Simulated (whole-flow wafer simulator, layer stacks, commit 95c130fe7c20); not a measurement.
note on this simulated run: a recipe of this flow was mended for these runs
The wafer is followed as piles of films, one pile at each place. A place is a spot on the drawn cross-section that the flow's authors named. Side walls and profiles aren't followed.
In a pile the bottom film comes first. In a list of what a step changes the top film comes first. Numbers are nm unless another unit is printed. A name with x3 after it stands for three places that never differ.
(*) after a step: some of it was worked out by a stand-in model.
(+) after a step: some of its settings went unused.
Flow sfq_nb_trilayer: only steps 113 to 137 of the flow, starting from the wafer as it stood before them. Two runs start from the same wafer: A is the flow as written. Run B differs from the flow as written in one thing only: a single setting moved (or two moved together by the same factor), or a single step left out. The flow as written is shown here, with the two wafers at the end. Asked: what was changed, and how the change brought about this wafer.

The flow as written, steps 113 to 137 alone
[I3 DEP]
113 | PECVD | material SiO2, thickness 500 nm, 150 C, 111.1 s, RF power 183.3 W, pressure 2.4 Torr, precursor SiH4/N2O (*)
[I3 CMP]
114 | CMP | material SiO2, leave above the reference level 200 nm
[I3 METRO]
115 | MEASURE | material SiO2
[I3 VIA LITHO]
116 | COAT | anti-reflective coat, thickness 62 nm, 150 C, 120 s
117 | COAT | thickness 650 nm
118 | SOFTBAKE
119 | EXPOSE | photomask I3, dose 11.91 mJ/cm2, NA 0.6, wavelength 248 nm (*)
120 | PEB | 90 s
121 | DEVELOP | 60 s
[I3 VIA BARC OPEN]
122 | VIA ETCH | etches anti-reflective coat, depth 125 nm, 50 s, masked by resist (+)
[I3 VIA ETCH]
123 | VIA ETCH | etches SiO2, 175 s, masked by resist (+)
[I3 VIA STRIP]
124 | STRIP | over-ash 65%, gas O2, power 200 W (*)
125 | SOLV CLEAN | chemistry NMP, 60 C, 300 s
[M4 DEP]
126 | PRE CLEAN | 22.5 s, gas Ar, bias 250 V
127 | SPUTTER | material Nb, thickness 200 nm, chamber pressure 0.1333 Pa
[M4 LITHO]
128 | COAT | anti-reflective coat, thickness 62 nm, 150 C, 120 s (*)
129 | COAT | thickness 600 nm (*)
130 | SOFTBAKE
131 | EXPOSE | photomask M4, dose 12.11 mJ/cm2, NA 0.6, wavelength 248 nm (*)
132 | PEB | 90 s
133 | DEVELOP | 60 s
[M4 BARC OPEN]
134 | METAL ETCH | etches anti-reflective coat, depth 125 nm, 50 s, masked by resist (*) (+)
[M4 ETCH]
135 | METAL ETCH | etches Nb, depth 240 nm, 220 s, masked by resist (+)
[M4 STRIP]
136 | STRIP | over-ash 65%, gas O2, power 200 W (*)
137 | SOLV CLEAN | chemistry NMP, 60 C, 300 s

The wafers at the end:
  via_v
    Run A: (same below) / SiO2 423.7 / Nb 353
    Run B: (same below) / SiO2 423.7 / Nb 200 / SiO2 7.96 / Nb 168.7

What caused this: step 123, VIA ETCH: 124 s was run, while the flow as written has 175 s.

How this came from the change, step by step:
  123 | VIA ETCH | etches SiO2, 175 s, masked by resist (+)
      via_v: A SiO2 loses 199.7 (all of it), Nb loses 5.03 | B SiO2 loses 184.2
      field_l, v_sur, via_wl and 102 more: A KrF-resist-other-grade loses 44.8 | B KrF-resist-other-grade loses 31.8
  124 | STRIP | over-ash 65%, gas O2, power 200 W (*)
      field_l, v_sur, via_wl and 102 more: A KrF-resist-other-grade loses 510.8 (all of it), anti-reflective coat loses 62 (all of it) | B KrF-resist-other-grade loses 523.9 (all of it), anti-reflective coat loses 62 (all of it)
  126 | PRE CLEAN | 22.5 s, gas Ar, bias 250 V
      via_v: A Nb loses 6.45 | B SiO2 loses 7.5
  127 | SPUTTER | material Nb, thickness 200 nm, chamber pressure 0.1333 Pa
      via_v: A Nb gains 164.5 | B Nb gains 168.7 (new film)
  128 | COAT | anti-reflective coat, thickness 62 nm, 150 C, 120 s (*)
      via_wr: A anti-reflective coat gains 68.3 (new film) | B anti-reflective coat gains 66.3 (new film)
      via_sp: A anti-reflective coat gains 41.4 (new film) | B anti-reflective coat gains 38.9 (new film)
      (as well as at 3 more places)
  134 | METAL ETCH | etches anti-reflective coat, depth 125 nm, 50 s, masked by resist (*) (+)
      be: A anti-reflective coat loses 68.4 (all of it) | B anti-reflective coat loses 66.6 (all of it)
  136 | STRIP | over-ash 65%, gas O2, power 200 W (*)
      via_wr: A KrF-resist-other-grade loses 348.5 (all of it), anti-reflective coat loses 68.3 (all of it) | B KrF-resist-other-grade loses 350.3 (all of it), anti-reflective coat loses 66.3 (all of it)
      via_sp: A KrF-resist-other-grade loses 364.7 (all of it), anti-reflective coat loses 41.4 (all of it) | B KrF-resist-other-grade loses 367.2 (all of it), anti-reflective coat loses 38.9 (all of it)
      (as well as at 2 more places)
With metal films that touch counted as one body, via_v has 4 bodies (between them, from the top down: SiO2 7.96; SiO2 423.7; SiO2 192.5); the flow as written gives 3 bodies (between them, from the top down: SiO2 423.7; SiO2 192.5).
